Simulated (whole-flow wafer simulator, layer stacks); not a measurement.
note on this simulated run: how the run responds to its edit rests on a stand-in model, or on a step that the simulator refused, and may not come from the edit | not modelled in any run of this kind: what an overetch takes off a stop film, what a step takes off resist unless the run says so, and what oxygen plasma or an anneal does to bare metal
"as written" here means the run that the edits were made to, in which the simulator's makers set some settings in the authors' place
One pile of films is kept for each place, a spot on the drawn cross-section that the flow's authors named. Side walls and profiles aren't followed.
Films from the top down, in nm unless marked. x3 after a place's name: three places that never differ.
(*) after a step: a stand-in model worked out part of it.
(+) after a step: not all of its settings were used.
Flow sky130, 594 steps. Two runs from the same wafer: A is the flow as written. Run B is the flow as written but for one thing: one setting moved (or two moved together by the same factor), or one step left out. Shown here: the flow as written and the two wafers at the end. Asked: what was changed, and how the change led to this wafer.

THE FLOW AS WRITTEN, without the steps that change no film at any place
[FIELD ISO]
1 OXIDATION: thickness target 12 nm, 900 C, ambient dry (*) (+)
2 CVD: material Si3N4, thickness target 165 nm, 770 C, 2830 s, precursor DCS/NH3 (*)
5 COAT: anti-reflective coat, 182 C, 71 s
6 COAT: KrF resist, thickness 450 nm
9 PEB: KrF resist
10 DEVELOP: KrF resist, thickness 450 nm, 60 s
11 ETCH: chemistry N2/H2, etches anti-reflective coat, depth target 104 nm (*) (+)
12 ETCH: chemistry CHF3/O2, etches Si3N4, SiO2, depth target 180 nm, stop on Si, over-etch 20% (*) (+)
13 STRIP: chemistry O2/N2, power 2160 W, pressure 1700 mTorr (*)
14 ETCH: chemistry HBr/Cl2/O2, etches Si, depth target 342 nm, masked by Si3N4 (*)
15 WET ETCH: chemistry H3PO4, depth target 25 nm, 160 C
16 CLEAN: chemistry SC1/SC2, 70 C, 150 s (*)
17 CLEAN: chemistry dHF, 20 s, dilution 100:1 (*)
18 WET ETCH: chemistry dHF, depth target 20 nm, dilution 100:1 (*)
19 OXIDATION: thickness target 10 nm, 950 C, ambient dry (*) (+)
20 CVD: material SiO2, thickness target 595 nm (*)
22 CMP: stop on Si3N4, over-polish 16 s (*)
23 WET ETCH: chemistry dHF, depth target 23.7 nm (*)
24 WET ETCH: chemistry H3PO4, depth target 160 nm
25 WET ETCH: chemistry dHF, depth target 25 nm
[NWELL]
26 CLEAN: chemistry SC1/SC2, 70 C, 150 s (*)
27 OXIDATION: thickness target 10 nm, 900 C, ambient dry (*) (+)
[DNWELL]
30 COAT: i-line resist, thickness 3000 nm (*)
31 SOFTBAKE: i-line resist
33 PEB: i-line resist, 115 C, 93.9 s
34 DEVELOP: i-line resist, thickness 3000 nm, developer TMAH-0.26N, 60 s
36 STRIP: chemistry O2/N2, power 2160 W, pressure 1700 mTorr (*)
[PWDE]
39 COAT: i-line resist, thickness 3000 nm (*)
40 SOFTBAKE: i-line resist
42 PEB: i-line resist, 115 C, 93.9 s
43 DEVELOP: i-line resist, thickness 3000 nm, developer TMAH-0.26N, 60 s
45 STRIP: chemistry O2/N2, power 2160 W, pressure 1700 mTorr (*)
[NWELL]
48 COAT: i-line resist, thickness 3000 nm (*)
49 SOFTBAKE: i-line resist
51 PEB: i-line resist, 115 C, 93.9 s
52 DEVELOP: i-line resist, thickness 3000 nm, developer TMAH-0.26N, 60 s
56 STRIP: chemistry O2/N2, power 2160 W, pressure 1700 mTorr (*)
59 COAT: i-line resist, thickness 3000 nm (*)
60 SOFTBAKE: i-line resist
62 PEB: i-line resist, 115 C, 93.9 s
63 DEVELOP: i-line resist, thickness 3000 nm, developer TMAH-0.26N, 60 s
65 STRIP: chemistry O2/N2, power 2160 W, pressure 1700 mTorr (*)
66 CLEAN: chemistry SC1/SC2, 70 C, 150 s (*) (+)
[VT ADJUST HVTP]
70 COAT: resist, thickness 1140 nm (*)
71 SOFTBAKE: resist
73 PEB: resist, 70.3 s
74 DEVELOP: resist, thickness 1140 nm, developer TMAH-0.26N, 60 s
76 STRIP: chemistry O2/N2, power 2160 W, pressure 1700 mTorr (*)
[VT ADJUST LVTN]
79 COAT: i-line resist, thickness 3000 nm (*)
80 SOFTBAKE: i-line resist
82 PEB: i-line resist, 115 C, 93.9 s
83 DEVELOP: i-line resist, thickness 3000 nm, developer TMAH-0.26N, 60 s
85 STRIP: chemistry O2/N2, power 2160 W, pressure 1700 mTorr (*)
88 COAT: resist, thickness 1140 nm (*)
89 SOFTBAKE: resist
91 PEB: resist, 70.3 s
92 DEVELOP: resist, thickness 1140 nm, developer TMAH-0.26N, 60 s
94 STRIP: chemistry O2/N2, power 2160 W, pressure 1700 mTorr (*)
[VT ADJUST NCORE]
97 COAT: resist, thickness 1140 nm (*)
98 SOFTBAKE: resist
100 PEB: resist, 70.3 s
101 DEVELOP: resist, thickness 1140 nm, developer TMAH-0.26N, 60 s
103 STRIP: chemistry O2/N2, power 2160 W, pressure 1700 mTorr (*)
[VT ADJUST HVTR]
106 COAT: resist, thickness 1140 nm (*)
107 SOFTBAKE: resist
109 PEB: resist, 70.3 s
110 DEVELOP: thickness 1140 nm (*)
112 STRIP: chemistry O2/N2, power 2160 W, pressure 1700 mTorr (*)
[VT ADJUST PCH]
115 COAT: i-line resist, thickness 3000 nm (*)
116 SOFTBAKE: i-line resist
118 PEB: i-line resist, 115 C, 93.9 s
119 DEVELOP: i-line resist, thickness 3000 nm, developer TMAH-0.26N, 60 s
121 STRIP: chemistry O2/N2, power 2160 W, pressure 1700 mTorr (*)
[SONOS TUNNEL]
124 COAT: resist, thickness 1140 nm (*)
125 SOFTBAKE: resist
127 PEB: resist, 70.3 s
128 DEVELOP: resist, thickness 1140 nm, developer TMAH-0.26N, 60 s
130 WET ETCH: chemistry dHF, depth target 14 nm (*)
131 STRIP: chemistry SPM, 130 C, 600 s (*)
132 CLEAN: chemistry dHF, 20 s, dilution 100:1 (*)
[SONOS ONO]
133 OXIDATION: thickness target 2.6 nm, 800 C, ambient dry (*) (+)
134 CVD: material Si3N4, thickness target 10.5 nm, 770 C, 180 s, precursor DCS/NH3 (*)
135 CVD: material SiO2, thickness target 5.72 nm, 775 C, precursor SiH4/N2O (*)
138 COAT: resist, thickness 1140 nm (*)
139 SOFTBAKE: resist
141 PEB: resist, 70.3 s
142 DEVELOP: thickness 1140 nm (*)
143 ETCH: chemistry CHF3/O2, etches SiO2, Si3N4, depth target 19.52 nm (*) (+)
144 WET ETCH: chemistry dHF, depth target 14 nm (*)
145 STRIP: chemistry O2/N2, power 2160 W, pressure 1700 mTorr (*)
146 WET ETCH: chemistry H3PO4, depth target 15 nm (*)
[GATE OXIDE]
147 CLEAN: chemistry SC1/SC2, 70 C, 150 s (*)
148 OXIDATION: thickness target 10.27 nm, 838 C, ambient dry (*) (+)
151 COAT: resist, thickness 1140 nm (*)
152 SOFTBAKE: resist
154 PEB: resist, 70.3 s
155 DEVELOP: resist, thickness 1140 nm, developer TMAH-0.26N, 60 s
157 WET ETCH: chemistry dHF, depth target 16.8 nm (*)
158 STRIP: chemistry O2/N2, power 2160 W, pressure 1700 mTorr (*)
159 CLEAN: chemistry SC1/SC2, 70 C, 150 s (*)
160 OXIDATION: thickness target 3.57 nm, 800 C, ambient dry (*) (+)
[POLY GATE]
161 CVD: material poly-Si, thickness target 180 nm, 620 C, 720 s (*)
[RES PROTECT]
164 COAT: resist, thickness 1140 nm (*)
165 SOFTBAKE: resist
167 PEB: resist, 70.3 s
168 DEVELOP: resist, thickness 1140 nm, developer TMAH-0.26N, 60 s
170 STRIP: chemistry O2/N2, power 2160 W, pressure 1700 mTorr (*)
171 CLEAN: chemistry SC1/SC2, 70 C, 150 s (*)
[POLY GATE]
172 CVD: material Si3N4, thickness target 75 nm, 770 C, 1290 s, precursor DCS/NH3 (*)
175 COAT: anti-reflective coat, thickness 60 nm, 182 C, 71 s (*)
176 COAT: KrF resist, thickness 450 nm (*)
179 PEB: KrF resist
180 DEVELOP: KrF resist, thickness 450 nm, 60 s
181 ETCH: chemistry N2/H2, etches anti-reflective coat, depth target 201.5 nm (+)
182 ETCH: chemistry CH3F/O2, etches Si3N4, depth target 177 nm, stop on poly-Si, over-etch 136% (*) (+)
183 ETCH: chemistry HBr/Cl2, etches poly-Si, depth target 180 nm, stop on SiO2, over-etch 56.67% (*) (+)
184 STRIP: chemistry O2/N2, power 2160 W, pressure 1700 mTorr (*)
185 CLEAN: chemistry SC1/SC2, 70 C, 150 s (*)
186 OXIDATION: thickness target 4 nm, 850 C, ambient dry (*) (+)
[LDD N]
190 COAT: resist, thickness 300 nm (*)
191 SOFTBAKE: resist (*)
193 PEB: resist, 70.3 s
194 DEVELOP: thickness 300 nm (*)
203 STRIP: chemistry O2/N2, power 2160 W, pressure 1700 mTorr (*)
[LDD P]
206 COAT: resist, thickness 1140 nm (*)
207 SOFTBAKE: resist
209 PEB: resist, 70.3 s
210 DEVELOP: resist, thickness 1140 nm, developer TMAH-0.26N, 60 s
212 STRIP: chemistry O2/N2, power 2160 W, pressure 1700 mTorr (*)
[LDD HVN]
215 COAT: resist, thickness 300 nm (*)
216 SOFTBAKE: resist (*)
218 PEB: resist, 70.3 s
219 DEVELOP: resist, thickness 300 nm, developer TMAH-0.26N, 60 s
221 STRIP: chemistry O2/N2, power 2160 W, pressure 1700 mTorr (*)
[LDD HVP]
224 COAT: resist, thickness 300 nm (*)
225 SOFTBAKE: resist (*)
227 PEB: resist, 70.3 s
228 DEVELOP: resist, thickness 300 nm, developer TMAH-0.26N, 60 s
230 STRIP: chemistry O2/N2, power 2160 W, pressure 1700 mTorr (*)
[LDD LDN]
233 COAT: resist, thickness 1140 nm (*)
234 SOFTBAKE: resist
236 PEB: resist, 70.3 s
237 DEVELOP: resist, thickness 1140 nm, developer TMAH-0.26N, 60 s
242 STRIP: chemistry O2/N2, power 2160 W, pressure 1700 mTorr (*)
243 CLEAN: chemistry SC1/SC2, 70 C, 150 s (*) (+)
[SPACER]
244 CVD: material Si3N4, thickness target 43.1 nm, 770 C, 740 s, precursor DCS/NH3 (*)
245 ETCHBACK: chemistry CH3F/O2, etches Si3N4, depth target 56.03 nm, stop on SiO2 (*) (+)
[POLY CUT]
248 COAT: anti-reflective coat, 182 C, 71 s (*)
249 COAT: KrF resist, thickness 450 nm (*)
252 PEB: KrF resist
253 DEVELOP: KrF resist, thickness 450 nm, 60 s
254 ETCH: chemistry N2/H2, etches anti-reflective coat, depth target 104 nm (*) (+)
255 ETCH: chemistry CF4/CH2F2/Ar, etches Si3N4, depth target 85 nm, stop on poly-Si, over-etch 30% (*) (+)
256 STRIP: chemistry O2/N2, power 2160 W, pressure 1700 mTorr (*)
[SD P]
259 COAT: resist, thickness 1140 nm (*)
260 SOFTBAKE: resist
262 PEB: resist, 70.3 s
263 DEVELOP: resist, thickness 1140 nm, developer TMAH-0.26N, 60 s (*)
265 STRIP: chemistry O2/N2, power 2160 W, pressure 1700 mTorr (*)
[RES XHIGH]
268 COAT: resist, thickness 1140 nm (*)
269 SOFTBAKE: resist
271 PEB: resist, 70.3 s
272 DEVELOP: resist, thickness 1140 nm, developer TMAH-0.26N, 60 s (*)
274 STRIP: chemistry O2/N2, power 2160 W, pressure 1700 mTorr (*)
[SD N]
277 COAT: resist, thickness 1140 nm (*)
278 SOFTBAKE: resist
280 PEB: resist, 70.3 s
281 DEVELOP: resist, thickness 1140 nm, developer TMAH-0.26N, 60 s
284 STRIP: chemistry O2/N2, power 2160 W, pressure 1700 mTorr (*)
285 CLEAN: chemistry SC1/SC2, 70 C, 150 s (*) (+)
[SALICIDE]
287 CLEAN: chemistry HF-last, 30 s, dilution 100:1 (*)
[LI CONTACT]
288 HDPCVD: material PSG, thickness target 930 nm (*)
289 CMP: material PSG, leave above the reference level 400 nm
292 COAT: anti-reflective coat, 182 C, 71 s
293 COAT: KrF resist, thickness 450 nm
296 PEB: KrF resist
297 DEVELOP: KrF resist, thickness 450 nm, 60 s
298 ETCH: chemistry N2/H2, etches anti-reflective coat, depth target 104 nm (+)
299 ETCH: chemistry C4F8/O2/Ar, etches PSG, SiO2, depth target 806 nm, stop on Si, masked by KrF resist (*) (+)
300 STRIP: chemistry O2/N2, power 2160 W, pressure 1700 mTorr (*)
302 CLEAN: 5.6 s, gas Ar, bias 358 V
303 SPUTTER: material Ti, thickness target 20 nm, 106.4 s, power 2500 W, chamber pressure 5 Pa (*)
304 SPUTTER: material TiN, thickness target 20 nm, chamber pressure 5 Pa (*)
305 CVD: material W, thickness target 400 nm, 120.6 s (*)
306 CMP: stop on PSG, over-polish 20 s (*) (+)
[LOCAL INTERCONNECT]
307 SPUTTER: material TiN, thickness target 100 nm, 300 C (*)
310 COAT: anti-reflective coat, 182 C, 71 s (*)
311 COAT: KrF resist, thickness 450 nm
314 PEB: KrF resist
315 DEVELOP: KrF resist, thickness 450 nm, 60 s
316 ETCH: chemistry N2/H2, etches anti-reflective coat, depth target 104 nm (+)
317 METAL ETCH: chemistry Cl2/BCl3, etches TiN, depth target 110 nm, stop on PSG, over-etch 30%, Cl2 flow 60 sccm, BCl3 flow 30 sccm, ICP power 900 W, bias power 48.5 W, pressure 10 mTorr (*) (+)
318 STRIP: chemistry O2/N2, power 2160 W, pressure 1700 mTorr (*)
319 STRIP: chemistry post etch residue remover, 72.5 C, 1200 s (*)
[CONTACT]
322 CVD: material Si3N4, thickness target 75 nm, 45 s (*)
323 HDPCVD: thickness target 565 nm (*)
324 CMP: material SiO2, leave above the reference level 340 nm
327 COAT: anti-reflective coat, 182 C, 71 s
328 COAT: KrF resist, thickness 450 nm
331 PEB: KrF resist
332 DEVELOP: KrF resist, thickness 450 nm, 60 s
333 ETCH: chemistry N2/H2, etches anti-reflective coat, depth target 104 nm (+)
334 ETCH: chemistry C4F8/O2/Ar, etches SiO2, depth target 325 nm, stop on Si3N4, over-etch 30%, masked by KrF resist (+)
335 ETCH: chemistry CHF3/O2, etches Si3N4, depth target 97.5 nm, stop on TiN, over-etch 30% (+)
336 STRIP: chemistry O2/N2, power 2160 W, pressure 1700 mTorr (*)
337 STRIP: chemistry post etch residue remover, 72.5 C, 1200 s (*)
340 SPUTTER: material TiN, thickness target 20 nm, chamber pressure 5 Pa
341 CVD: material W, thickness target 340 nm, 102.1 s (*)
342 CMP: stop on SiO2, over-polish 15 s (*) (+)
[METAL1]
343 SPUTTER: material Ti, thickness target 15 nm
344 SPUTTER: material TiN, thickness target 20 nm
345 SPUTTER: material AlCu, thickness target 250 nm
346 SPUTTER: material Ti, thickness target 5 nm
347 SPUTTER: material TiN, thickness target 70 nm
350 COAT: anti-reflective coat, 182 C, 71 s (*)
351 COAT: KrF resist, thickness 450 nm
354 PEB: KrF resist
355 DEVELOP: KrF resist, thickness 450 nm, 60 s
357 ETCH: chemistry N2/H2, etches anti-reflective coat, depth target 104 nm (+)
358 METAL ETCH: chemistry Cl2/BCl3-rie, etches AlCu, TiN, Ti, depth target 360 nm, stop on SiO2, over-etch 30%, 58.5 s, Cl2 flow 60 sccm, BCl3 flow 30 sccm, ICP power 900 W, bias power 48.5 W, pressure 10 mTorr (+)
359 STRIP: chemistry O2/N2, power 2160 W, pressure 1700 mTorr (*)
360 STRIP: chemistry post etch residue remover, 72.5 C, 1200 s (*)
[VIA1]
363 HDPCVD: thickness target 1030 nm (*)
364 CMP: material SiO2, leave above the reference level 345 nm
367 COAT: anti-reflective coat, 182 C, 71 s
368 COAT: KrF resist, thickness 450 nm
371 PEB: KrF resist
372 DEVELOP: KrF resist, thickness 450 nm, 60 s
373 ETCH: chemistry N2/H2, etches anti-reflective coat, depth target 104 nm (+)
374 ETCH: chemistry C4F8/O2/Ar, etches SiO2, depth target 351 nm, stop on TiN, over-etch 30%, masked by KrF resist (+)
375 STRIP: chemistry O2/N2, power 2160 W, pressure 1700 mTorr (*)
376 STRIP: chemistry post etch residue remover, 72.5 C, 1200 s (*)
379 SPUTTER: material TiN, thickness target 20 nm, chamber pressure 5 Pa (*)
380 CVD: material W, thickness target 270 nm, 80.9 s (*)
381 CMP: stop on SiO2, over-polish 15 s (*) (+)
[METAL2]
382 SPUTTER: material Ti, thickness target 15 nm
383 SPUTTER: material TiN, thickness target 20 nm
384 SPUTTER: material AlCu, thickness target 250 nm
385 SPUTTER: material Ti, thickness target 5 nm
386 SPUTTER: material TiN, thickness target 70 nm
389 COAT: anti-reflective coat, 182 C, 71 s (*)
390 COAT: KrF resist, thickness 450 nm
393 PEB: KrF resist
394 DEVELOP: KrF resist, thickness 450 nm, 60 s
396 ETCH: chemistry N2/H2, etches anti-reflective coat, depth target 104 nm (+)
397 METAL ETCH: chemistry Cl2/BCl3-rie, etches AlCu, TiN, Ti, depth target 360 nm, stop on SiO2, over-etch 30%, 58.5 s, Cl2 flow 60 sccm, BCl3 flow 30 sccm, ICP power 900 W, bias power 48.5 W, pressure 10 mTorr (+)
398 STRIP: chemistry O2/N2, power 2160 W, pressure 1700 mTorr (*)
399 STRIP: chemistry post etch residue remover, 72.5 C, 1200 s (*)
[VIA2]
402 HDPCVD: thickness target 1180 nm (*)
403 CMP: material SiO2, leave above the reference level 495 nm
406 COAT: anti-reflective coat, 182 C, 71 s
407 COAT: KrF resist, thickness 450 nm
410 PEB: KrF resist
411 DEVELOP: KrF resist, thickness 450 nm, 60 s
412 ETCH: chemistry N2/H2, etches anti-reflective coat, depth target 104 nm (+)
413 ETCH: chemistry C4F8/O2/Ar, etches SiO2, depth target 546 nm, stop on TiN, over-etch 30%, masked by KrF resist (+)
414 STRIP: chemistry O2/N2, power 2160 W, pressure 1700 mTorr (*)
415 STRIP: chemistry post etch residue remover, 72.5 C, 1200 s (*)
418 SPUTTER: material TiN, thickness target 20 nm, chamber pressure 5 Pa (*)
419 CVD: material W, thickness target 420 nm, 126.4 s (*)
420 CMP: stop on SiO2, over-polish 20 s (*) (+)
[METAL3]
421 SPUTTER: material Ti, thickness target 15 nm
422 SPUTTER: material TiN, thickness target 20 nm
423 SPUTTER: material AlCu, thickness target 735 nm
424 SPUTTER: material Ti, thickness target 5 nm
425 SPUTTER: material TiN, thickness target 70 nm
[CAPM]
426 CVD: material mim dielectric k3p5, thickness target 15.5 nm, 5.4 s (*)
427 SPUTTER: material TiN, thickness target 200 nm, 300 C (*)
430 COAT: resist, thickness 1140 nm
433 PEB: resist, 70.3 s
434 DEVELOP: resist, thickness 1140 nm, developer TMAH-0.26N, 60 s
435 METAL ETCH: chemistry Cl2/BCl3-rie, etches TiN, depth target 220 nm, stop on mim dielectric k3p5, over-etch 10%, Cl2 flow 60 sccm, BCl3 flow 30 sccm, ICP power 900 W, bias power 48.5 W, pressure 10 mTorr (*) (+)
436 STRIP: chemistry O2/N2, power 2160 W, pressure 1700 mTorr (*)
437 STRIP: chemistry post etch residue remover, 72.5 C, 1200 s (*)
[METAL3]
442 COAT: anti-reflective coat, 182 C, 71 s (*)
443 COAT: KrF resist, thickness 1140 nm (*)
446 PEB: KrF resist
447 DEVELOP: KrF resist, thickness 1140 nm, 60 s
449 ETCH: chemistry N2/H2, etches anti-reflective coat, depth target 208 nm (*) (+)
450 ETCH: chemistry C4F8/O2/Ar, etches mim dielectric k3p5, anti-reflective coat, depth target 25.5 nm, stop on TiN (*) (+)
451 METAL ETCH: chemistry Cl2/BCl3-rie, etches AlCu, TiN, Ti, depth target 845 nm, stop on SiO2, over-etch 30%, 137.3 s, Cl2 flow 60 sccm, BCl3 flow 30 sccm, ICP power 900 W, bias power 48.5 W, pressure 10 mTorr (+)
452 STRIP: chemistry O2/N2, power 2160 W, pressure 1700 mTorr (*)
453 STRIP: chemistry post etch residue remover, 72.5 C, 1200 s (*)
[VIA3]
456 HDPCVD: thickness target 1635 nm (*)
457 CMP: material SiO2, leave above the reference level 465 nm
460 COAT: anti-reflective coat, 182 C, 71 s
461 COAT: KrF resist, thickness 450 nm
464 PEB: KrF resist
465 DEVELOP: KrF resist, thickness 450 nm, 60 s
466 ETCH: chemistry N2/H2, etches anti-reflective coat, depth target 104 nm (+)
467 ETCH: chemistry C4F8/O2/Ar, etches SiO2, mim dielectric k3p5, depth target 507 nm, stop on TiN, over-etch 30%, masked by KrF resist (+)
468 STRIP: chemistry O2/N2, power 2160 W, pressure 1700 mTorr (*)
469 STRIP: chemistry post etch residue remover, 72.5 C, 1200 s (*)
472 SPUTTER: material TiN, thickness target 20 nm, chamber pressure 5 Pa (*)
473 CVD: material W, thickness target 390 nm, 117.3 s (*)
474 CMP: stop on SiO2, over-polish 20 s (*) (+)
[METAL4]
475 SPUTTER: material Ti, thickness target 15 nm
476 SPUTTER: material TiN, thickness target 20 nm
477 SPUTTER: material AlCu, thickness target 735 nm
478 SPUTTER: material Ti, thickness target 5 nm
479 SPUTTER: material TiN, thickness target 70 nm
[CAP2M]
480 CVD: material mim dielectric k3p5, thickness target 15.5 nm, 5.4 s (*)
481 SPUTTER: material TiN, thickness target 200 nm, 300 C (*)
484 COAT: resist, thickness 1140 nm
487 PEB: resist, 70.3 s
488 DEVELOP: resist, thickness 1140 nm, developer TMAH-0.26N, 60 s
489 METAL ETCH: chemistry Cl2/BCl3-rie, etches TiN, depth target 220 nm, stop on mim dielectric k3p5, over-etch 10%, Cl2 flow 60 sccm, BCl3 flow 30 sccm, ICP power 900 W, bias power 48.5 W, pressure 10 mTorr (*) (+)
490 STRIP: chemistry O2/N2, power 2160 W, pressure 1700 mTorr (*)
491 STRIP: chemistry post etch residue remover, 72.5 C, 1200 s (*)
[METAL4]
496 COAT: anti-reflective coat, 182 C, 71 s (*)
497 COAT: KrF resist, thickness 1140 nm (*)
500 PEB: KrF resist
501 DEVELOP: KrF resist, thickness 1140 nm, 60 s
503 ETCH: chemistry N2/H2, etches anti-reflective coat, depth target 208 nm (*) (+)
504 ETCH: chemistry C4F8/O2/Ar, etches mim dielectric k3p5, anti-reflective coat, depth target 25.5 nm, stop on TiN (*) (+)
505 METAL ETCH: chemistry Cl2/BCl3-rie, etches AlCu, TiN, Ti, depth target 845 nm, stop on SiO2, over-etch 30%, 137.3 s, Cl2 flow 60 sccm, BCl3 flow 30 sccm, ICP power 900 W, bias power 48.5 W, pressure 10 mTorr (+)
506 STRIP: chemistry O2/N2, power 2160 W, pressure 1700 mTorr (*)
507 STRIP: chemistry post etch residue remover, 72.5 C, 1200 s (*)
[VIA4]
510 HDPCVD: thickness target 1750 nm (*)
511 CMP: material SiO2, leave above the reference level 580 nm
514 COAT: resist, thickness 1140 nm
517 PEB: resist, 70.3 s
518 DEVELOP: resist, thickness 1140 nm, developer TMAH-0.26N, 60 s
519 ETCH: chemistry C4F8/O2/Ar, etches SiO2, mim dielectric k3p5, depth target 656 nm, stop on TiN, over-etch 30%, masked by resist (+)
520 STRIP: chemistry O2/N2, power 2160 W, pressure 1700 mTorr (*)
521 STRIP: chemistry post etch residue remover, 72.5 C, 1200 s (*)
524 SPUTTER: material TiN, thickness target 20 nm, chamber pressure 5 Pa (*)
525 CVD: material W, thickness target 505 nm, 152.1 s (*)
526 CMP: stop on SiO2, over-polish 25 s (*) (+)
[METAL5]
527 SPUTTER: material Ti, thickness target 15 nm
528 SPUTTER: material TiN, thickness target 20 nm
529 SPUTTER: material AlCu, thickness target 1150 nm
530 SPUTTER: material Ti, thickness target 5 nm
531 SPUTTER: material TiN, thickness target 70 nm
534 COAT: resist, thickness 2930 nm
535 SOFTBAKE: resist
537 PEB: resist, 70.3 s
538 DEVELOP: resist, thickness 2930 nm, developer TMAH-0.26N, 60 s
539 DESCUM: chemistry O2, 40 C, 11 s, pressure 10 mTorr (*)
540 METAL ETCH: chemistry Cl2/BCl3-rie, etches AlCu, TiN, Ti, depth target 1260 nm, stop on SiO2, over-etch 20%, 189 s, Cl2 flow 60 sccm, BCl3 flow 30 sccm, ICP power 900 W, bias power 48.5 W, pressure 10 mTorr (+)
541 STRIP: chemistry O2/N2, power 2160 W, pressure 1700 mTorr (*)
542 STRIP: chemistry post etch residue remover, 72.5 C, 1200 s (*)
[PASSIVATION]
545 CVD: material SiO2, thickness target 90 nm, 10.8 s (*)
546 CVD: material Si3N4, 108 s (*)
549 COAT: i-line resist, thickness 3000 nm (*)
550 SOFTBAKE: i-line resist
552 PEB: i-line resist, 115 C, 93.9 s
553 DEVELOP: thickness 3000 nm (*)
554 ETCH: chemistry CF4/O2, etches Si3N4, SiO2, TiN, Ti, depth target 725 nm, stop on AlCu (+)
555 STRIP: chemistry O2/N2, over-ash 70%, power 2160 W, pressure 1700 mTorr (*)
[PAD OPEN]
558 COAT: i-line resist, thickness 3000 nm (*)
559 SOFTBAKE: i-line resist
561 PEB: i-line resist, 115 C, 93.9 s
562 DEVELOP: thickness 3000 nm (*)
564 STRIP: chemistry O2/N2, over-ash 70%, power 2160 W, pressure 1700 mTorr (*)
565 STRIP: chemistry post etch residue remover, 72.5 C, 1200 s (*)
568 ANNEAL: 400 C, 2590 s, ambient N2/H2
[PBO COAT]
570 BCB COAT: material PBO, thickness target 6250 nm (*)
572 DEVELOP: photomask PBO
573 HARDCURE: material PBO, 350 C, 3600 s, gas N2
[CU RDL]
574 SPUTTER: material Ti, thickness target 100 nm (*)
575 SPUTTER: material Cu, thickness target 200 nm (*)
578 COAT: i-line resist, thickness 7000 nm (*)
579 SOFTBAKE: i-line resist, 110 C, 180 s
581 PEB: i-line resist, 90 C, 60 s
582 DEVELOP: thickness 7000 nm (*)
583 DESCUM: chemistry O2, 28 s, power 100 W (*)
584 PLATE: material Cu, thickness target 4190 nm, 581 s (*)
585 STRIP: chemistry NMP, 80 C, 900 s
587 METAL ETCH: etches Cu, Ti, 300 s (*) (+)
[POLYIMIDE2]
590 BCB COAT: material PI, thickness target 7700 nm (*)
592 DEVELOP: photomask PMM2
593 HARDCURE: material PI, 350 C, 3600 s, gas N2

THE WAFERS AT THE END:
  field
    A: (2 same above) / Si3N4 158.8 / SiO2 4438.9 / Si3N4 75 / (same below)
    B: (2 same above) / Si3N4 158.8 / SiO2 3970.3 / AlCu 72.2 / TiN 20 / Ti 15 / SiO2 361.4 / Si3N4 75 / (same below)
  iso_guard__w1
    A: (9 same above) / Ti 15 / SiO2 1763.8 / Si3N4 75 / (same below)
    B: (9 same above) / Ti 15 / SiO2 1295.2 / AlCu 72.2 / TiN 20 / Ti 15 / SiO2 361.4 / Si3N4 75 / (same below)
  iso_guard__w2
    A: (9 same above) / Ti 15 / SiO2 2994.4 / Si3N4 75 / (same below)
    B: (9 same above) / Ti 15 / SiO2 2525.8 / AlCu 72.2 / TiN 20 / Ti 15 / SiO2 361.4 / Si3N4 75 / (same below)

The cause: step 358, METAL ETCH: depth target 189 nm was run, where the flow has depth target 360 nm; step 358, METAL ETCH: 30.7 s was run, where the flow has 58.5 s.

How the change led to this, step by step:
  358 METAL ETCH: chemistry Cl2/BCl3-rie, etches AlCu, TiN, Ti, depth target 360 nm, stop on SiO2, over-etch 30%, 58.5 s, Cl2 flow 60 sccm, BCl3 flow 30 sccm, ICP power 900 W, bias power 48.5 W, pressure 10 mTorr (+)
      field, active, gate and 81 more: A TiN -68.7 (all of it), Ti -5 (all of it), AlCu -250 (all of it), TiN -20 (all of it), Ti -15 (all of it), SiO2 -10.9 | B TiN -68.7 (all of it), Ti -5 (all of it), AlCu -172
      n_well, p_well, gate_hv and 88 more: A KrF resist -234 | B KrF resist -122.8
      (and at 16 more places)
  359 STRIP: chemistry O2/N2, power 2160 W, pressure 1700 mTorr (*)
      n_well, p_well, gate_hv and 100 more: A KrF resist -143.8 (all of it), anti-reflective coat -80 (all of it) | B KrF resist -255 (all of it), anti-reflective coat -80 (all of it)
      poly_licon, ndiff_licon, ndiff_licon_cpp, rpo_hd_licon: A KrF resist -143.9 (all of it), anti-reflective coat -80.5 (all of it) | B KrF resist -255 (all of it), anti-reflective coat -80.5 (all of it)
  360 STRIP: chemistry post etch residue remover, 72.5 C, 1200 s (*)
      field, active, gate and 81 more: A nothing | B AlCu -5.72
  363 HDPCVD: thickness target 1030 nm (*)
      field, active, gate and 81 more: A SiO2 +1030 | B SiO2 +1030 (new film)
  364 CMP: material SiO2, leave above the reference level 345 nm
      field, active, gate and 81 more: A SiO2 -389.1 | B SiO2 -507.2
Counting metal films that touch as one body, field has 1 body; the flow as written gives 0 bodies.
Counting metal films that touch as one body, iso_guard__w1 has 2 bodies (between them, from the top down: SiO2 1295.2); the flow as written gives 1 body.
Counting metal films that touch as one body, iso_guard__w2 has 2 bodies (between them, from the top down: SiO2 2525.8); the flow as written gives 1 body.
